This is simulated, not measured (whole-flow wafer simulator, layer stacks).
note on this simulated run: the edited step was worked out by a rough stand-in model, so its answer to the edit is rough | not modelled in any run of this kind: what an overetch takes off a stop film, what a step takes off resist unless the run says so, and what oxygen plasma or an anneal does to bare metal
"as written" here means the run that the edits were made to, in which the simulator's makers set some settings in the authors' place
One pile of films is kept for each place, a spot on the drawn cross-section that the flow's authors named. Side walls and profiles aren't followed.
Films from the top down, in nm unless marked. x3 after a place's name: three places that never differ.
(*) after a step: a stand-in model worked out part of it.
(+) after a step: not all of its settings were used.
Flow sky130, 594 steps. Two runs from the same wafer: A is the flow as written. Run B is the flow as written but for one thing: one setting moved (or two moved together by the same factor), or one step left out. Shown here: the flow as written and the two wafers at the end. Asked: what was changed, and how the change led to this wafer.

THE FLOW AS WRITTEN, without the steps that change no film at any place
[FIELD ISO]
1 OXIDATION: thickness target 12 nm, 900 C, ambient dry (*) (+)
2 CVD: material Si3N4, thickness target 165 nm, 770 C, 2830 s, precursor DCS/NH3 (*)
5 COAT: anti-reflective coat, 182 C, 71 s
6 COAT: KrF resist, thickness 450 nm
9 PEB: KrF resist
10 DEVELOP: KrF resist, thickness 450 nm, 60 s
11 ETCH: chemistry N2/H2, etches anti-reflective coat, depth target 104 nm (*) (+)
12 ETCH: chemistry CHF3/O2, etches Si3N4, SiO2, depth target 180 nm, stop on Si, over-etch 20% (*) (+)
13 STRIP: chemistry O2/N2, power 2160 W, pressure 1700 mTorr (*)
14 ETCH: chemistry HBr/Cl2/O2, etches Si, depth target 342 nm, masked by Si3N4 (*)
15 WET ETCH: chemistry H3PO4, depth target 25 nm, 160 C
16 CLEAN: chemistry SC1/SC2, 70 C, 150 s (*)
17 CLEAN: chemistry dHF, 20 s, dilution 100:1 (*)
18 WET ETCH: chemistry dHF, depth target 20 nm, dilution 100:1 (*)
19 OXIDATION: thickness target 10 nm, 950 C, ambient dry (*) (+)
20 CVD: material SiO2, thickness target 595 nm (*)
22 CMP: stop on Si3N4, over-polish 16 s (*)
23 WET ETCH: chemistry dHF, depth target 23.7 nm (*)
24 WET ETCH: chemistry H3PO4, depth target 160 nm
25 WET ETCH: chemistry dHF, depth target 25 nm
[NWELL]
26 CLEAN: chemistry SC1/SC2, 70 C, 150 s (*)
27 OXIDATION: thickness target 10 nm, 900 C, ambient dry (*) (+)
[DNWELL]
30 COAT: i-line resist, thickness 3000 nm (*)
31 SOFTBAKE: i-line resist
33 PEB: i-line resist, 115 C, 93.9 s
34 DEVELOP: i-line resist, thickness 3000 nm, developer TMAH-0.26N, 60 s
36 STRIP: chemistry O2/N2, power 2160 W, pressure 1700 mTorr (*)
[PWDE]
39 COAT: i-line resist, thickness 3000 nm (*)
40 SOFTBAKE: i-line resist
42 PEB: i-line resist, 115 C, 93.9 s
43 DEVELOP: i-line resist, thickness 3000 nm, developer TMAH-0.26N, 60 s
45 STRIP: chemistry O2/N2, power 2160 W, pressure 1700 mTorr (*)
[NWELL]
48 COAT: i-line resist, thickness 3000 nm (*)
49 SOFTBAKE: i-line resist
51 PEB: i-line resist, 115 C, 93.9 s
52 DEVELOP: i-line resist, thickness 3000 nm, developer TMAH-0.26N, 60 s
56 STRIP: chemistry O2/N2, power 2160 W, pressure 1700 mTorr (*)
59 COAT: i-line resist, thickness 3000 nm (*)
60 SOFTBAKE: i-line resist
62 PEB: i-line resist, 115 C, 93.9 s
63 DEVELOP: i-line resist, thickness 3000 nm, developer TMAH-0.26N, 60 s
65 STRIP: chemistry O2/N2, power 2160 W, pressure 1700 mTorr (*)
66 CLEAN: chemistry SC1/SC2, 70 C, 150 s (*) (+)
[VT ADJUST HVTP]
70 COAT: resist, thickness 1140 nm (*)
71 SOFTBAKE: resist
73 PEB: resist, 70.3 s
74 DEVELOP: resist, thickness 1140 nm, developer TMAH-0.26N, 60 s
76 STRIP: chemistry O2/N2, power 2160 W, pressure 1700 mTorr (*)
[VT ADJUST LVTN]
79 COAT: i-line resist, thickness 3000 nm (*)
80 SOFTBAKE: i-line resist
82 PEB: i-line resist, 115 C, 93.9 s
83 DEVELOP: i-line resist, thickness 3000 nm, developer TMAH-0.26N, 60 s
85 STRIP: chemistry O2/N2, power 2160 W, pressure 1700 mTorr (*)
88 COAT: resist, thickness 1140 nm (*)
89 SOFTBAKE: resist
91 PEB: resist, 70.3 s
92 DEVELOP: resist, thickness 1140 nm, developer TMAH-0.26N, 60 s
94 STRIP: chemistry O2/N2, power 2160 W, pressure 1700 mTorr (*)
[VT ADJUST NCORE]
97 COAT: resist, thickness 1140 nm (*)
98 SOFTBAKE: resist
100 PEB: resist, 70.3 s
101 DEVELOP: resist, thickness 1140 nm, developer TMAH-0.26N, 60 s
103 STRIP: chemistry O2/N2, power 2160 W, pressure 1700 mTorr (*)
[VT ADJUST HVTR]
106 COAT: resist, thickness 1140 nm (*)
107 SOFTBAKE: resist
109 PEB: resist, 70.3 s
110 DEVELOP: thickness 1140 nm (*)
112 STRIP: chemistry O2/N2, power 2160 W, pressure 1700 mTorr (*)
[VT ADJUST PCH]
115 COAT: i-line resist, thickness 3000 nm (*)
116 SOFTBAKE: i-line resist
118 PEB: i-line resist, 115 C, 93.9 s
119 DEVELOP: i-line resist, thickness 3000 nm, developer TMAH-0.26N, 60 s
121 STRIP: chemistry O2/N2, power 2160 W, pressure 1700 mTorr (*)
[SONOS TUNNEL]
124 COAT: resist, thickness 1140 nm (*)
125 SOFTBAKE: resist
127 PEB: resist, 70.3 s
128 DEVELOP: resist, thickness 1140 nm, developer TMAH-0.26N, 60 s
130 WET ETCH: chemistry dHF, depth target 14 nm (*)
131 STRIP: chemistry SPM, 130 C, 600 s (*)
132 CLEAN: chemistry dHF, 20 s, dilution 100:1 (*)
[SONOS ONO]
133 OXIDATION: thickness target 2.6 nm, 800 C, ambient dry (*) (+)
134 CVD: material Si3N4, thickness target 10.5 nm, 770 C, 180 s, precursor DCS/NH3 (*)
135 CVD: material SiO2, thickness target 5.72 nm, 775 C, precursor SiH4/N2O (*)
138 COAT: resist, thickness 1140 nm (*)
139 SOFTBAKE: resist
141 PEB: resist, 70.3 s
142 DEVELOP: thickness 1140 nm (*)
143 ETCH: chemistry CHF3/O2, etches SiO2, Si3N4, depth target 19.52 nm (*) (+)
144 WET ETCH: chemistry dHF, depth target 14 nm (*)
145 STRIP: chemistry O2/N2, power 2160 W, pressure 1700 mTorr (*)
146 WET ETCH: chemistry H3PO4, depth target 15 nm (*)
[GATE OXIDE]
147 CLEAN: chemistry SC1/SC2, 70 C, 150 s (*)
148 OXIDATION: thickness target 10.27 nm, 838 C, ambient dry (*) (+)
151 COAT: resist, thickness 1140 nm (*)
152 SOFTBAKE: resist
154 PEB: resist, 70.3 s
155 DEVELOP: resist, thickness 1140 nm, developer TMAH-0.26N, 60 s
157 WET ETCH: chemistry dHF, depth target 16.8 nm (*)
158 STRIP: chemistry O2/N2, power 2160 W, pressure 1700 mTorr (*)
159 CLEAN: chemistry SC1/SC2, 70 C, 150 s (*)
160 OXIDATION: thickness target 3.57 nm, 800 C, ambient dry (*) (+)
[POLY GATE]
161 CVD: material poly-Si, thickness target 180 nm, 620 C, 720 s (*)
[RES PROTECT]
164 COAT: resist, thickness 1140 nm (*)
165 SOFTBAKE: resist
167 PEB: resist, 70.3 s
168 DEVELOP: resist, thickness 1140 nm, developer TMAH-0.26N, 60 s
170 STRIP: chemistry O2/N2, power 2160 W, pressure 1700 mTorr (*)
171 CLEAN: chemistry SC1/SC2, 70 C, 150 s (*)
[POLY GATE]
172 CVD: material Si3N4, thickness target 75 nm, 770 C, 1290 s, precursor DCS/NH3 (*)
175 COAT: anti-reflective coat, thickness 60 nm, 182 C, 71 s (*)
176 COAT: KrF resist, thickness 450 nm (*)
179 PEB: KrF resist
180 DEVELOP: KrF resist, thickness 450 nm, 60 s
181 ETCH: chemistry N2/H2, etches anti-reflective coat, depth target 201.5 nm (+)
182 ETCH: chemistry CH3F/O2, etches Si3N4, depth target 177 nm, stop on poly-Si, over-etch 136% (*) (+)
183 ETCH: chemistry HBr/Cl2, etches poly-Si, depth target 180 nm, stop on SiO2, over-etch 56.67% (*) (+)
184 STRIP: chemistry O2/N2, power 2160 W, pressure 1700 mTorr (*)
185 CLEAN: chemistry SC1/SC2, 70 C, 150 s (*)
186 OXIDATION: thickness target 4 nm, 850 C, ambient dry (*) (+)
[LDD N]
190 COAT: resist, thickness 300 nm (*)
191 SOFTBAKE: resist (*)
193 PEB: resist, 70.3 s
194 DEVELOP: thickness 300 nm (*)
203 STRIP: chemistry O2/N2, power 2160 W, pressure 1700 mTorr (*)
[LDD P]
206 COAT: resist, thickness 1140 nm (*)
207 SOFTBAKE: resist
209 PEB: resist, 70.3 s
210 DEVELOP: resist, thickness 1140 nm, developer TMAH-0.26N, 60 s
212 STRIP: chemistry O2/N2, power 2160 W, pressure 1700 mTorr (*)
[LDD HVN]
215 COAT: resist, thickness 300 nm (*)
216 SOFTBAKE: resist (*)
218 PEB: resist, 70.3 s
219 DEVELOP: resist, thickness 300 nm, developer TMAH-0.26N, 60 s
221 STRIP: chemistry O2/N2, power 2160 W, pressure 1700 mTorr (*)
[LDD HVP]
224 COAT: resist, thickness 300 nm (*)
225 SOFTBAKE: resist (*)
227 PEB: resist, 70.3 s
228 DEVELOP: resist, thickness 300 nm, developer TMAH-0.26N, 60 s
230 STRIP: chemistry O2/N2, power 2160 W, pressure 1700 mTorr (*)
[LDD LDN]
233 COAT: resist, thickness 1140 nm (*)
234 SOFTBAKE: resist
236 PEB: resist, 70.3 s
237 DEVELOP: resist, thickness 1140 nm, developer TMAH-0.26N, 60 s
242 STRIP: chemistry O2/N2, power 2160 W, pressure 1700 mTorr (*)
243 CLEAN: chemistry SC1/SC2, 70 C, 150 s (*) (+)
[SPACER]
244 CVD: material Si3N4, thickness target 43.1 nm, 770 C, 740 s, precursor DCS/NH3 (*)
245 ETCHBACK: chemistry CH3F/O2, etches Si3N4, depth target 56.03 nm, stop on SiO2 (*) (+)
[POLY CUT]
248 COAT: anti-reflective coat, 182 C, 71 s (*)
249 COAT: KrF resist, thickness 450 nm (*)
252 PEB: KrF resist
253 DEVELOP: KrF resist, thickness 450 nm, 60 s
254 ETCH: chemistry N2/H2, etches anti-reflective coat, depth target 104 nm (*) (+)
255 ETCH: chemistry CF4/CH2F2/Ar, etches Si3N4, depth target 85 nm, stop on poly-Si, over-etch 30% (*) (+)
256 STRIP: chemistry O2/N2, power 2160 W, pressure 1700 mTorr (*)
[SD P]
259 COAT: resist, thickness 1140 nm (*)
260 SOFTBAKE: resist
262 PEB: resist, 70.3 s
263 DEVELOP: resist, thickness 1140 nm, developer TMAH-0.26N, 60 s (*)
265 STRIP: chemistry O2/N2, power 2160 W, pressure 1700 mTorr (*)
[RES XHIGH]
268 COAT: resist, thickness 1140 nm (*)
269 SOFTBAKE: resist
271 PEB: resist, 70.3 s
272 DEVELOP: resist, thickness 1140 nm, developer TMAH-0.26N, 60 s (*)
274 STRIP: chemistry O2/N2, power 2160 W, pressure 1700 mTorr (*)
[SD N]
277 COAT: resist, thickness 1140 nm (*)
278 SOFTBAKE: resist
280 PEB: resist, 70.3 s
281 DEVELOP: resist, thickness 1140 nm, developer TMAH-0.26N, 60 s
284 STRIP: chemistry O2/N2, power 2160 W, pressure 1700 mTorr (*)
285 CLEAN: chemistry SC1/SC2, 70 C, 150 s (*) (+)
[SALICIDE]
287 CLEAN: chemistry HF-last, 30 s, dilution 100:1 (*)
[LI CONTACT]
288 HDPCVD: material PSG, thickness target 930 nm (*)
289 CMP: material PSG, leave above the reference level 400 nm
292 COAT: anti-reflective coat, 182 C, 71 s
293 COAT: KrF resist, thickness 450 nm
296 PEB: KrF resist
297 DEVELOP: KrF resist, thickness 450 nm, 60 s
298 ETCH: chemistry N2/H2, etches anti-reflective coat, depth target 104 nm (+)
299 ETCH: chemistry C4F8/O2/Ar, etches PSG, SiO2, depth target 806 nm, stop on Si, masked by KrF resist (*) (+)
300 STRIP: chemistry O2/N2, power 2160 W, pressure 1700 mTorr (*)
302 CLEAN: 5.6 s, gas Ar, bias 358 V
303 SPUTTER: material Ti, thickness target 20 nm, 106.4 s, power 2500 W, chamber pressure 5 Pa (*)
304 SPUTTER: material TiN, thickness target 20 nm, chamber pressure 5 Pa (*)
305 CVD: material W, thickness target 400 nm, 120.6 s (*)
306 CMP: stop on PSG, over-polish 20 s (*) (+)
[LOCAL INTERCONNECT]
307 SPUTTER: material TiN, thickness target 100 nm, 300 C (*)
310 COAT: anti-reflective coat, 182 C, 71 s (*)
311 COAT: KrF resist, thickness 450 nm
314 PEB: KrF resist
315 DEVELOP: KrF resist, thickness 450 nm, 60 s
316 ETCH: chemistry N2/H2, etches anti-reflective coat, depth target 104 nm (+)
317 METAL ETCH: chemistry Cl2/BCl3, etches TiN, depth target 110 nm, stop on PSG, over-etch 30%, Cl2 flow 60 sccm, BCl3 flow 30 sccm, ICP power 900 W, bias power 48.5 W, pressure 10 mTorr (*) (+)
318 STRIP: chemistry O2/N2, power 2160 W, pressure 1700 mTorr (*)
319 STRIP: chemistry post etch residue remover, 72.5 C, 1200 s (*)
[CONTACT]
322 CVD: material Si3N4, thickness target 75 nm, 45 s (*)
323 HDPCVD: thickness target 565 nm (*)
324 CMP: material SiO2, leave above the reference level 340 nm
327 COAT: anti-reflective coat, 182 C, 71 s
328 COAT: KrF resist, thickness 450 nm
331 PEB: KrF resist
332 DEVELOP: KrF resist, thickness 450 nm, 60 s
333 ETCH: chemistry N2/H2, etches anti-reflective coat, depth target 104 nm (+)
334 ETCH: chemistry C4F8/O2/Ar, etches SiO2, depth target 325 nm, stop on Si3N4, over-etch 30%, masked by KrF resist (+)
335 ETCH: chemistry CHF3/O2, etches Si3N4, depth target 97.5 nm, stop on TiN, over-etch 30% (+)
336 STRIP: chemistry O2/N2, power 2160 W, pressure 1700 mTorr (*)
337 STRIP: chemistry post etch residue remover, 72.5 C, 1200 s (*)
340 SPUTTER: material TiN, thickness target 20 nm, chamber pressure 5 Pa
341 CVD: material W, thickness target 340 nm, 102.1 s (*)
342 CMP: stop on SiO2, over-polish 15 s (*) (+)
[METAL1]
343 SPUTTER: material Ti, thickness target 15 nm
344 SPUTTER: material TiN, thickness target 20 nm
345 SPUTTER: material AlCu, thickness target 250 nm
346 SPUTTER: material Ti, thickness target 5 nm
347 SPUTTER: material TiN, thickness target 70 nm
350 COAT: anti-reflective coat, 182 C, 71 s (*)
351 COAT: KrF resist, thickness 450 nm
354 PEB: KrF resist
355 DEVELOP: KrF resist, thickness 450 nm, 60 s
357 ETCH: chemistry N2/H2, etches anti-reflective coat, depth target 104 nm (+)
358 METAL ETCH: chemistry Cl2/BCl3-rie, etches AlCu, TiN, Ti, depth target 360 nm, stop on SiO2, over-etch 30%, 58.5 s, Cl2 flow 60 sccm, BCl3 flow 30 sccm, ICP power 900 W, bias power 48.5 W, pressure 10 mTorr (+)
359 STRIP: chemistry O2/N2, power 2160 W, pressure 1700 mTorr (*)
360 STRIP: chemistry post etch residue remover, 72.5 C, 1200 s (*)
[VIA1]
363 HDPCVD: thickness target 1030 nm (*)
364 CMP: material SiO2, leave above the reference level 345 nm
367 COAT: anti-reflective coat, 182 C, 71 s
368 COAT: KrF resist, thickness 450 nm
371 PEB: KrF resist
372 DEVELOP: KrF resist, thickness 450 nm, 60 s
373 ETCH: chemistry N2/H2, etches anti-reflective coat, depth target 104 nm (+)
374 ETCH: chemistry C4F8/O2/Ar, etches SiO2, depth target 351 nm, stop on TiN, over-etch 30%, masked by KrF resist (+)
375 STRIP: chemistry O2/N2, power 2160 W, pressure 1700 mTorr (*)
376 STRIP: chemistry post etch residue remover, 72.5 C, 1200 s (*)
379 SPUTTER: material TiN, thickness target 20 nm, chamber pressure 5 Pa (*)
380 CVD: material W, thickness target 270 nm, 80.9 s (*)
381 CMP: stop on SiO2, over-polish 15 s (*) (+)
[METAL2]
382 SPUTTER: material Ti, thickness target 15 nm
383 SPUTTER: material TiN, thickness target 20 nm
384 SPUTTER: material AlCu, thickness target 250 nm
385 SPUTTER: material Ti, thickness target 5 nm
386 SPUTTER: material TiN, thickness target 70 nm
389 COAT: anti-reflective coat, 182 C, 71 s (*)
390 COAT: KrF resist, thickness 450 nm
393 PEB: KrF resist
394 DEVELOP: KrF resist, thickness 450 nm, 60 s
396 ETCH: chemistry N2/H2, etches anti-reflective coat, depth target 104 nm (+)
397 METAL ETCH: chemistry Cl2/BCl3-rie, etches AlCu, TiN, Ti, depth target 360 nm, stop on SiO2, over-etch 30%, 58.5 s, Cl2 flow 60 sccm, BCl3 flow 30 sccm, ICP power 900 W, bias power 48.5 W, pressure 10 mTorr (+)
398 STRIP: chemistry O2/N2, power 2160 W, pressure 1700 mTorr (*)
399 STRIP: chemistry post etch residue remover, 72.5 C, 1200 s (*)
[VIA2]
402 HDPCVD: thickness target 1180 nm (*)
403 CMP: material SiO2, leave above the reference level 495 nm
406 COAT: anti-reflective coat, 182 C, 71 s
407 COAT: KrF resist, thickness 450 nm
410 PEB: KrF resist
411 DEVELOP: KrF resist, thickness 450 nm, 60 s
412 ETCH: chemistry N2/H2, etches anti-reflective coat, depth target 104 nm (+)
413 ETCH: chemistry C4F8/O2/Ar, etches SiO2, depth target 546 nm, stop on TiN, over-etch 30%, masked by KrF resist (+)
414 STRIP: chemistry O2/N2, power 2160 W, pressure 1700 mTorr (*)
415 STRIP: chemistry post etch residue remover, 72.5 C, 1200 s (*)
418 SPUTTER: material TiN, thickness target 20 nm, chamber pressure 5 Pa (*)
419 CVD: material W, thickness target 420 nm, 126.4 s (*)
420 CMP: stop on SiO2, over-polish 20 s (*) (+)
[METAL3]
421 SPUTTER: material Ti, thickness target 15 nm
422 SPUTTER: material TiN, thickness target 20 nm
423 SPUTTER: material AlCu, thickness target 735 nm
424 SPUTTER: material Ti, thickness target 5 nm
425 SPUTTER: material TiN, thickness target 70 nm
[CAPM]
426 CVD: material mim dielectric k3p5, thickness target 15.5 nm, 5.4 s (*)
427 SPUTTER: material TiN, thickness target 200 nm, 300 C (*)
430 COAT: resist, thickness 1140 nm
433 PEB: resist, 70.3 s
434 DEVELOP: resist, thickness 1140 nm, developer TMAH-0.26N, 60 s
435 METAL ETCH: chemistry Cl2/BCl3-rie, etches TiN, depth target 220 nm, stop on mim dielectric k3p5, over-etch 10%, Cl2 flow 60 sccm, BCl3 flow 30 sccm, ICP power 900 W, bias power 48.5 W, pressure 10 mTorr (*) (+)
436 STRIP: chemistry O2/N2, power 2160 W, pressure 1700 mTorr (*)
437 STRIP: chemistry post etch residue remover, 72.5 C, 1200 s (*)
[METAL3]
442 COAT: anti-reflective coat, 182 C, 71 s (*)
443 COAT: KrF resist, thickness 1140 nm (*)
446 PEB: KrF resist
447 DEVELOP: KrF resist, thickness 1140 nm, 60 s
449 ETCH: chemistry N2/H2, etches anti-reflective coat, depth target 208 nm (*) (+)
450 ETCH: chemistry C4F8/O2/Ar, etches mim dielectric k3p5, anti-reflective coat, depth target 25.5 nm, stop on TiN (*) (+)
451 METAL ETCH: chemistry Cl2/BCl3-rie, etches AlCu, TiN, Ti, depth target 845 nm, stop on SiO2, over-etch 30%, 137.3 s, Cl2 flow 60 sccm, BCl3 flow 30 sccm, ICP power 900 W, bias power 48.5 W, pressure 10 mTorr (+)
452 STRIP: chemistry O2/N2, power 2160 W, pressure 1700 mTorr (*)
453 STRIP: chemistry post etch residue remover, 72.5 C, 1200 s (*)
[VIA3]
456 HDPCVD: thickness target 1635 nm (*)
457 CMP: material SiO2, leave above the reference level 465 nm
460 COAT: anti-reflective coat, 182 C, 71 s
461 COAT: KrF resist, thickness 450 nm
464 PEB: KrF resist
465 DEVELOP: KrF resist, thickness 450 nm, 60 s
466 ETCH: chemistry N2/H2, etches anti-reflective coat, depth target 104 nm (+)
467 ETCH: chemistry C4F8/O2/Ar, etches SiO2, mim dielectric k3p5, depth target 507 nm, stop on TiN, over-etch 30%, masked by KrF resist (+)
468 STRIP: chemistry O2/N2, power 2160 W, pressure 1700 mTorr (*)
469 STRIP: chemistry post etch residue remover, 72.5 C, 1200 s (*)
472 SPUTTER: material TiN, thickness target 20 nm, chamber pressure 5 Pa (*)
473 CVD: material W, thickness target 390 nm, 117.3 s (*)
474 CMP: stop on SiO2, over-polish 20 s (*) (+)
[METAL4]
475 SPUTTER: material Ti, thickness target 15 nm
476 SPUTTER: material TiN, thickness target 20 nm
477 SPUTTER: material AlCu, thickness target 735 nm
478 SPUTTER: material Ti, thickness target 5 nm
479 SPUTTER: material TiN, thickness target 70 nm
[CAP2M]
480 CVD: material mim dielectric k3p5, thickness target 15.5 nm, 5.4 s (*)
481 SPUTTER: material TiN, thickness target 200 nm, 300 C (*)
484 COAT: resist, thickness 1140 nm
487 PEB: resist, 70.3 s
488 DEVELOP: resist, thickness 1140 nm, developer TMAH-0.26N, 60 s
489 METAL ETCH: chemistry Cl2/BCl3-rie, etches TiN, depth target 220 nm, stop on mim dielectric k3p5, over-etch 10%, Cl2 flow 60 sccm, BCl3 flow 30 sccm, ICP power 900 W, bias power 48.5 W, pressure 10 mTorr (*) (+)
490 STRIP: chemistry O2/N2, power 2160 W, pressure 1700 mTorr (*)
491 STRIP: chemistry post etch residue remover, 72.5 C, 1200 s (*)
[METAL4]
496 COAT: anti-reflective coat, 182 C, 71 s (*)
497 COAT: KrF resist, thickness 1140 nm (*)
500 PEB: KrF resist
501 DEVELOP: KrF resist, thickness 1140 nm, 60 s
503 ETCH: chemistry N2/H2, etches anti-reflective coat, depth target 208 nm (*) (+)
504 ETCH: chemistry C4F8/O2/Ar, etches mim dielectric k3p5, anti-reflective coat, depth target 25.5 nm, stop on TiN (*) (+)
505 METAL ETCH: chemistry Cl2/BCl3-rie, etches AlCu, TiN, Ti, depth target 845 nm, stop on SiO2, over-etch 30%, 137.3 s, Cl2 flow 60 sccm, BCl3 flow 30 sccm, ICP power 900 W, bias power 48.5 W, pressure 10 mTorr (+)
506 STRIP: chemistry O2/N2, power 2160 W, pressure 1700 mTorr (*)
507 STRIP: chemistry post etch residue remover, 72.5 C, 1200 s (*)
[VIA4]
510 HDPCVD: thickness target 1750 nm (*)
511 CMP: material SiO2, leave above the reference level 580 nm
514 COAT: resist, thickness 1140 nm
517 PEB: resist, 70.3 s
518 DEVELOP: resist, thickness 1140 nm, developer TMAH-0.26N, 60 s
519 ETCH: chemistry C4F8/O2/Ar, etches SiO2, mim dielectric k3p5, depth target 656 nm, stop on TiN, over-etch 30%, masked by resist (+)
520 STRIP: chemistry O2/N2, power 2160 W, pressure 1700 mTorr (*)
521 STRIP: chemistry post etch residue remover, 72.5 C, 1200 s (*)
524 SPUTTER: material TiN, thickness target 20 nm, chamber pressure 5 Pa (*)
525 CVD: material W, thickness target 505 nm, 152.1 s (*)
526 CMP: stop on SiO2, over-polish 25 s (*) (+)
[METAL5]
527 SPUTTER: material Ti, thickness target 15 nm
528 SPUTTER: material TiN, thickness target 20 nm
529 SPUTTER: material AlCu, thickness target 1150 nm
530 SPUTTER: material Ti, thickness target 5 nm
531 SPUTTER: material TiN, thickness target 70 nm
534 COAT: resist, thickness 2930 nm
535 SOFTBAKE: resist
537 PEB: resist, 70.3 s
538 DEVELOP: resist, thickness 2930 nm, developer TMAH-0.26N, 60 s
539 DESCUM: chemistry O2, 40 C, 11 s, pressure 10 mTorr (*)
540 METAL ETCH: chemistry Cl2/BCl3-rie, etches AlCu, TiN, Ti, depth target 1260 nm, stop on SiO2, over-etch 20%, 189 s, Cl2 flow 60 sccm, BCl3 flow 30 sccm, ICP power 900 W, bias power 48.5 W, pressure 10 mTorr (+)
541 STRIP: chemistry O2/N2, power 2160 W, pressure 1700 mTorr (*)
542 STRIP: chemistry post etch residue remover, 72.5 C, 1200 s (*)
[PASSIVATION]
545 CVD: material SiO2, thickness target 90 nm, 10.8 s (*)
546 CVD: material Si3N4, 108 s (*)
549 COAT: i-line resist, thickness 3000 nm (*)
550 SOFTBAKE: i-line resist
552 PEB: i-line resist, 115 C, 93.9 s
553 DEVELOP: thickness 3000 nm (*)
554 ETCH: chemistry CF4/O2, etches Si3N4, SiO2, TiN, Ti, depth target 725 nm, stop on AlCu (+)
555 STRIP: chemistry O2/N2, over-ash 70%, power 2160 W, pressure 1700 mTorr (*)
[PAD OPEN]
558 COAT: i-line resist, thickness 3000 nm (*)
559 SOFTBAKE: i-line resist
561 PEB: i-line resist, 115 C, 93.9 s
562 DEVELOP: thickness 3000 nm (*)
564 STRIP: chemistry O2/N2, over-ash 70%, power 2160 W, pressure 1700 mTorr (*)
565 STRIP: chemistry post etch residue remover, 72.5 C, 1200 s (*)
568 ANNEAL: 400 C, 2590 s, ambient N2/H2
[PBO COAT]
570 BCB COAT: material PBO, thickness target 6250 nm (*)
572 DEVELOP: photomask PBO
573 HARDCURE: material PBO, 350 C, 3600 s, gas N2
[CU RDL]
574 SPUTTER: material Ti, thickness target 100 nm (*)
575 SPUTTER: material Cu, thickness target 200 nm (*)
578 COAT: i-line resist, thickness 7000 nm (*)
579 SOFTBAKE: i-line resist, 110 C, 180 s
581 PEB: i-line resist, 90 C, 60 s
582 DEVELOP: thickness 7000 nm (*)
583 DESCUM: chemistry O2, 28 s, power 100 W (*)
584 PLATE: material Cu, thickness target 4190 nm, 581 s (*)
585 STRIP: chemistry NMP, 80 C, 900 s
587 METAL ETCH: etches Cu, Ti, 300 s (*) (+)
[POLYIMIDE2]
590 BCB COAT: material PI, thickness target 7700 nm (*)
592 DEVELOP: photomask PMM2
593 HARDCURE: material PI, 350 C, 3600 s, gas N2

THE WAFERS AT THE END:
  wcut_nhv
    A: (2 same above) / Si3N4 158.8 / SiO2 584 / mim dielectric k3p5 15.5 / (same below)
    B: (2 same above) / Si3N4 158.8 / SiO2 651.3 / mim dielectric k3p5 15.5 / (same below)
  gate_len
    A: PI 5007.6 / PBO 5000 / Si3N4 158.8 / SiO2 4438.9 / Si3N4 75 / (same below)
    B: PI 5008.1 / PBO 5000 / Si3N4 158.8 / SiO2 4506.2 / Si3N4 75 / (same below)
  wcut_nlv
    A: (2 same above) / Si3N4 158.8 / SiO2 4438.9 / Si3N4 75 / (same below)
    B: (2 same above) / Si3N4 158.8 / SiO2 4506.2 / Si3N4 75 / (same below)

The cause: step 545, CVD: thickness target 140 nm was run, where the flow has thickness target 90 nm; step 545, CVD: 16.7 s was run, where the flow has 10.8 s.

How the change led to this, step by step:
  545 CVD: material SiO2, thickness target 90 nm, 10.8 s (*)
      field, active, gate and 175 more: A SiO2 +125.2 | B SiO2 +192.5
      n_well, p_well, sd_n and 12 more: A SiO2 +125.2 (new film) | B SiO2 +192.5 (new film)
  550 SOFTBAKE: i-line resist
      gate_p_lvt, iso_guard_hv_nw: A i-line resist +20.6 | B i-line resist +22.6
      active: A i-line resist +12 | B i-line resist +13.5
      (and at 60 more places)
  554 ETCH: chemistry CF4/O2, etches Si3N4, SiO2, TiN, Ti, depth target 725 nm, stop on AlCu (+)
      field, active, n_well and 189 more: A i-line resist -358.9 | B i-line resist -426.2
      pad: A Si3N4 -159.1 (all of it), SiO2 -125.2 (all of it), TiN -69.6 (all of it), Ti -5 (all of it) | B Si3N4 -159.1 (all of it), SiO2 -192.5 (all of it), TiN -69.6 (all of it), Ti -5 (all of it)
  555 STRIP: chemistry O2/N2, over-ash 70%, power 2160 W, pressure 1700 mTorr (*)
      gate_hv, dice_street, iso_guard and 83 more: A i-line resist -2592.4 (all of it) | B i-line resist -2525.1 (all of it)
      n_well, p_well, sd_n, sd_p: A i-line resist -1340.8 (all of it) | B i-line resist -1273.5 (all of it)
      (and at 102 more places)
  558 COAT: i-line resist, thickness 3000 nm (*)
      pad: A i-line resist +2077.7 (new film) | B i-line resist +2145.4 (new film)
  559 SOFTBAKE: i-line resist
      gate_p_lvt, iso_guard_hv_nw: A i-line resist +20.6 | B i-line resist +22.6
      field: A i-line resist +12.5 | B i-line resist +14
      (and at 67 more places)
  561 PEB: i-line resist, 115 C, 93.9 s
      pad: A i-line resist -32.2 | B i-line resist -33.4
  562 DEVELOP: thickness 3000 nm (*)
      pad: A i-line resist -2045.5 (all of it) | B i-line resist -2112 (all of it)
  578 COAT: i-line resist, thickness 7000 nm (*)
      pad: A i-line resist +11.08 um (new film) | B i-line resist +11.15 um (new film)
  579 SOFTBAKE: i-line resist, 110 C, 180 s
      ndiff_licon_rim, ndiff_licon: A i-line resist -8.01 | B i-line resist -8.99
      rpo_hd_licon, mim2: A i-line resist -14.9 | B i-line resist -15.8
      (and at 28 more places)
  582 DEVELOP: thickness 7000 nm (*)
      pad: A i-line resist -11.08 um (all of it) | B i-line resist -11.15 um (all of it)
